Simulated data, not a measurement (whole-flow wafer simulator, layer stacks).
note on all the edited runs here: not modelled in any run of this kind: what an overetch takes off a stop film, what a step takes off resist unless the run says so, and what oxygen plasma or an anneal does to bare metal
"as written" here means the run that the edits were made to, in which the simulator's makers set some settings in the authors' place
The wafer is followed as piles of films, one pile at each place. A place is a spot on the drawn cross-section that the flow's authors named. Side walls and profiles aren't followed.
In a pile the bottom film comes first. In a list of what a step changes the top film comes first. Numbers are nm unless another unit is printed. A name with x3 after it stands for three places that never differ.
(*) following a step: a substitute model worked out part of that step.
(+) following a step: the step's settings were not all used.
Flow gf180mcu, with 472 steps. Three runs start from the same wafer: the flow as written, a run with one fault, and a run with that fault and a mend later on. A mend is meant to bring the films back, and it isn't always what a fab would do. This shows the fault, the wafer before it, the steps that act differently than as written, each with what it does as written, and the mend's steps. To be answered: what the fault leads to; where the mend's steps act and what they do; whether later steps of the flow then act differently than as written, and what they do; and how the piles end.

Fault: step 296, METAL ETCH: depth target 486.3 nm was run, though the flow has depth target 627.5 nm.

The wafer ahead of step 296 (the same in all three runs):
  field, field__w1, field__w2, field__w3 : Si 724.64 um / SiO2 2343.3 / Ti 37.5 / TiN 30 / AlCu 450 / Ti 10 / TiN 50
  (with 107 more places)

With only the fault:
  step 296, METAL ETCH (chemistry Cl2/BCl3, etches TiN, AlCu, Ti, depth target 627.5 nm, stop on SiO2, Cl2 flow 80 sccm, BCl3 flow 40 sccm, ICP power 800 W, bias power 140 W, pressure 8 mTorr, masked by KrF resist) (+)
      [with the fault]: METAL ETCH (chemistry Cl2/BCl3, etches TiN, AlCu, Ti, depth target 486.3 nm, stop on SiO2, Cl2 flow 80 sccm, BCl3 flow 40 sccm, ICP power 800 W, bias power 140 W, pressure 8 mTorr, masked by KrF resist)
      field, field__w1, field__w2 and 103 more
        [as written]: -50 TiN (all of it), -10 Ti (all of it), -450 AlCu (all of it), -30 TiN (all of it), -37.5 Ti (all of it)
        [with the fault]: -50 TiN (all of it), -10 Ti (all of it), -426.3 AlCu
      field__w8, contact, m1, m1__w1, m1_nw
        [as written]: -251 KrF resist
        [with the fault]: -194.5 KrF resist
  Later steps of the flow acting differently than as written:
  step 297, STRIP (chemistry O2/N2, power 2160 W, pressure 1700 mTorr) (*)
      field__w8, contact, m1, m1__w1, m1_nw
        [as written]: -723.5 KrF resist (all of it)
        [with the fault]: -780 KrF resist (all of it)
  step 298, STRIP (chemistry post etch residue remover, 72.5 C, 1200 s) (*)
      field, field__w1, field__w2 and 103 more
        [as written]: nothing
        [with the fault]: -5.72 AlCu
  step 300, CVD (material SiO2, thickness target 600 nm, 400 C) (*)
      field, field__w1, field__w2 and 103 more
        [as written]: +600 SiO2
        [with the fault]: +600 SiO2 (new film)
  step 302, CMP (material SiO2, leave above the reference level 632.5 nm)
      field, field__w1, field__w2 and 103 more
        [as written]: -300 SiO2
        [with the fault]: -385.5 SiO2
  By the end, the piles at field, field__w1, field__w2 and 104 more depart from the flow's by more than 2% or 0.5 nm, whichever is larger.
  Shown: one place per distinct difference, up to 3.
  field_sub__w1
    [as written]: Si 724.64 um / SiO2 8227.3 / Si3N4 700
    [with the fault]: Si 724.64 um / SiO2 2343.2 / Ti 37.5 / TiN 30 / AlCu 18 / SiO2 5798.5 / Si3N4 700
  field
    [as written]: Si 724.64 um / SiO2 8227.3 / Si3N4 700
    [with the fault]: Si 724.64 um / SiO2 2343.3 / Ti 37.5 / TiN 30 / AlCu 18 / SiO2 5798.5 / Si3N4 700
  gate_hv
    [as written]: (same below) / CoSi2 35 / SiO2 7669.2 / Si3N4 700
    [with the fault]: (same below) / CoSi2 35 / SiO2 1785.1 / Ti 37.5 / TiN 30 / AlCu 18 / SiO2 5798.5 / Si3N4 700

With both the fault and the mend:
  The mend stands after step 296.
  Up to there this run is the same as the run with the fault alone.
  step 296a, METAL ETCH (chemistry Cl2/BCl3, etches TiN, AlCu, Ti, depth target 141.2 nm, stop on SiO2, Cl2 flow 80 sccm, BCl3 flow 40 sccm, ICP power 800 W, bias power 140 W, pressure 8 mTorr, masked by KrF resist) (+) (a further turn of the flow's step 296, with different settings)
      field, field__w1, field__w2 and 103 more
        -23.7 AlCu (all of it), -30 TiN (all of it), -37.5 Ti (all of it)
      field__w8, contact, m1, m1__w1, m1_nw
        -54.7 KrF resist
  None of the later steps of the flow differs from how it acts as written, at any place that is followed, by more than 2% or 0.5 nm, whichever is larger.
  By the end, the piles equal the flow's at every place that both follow.
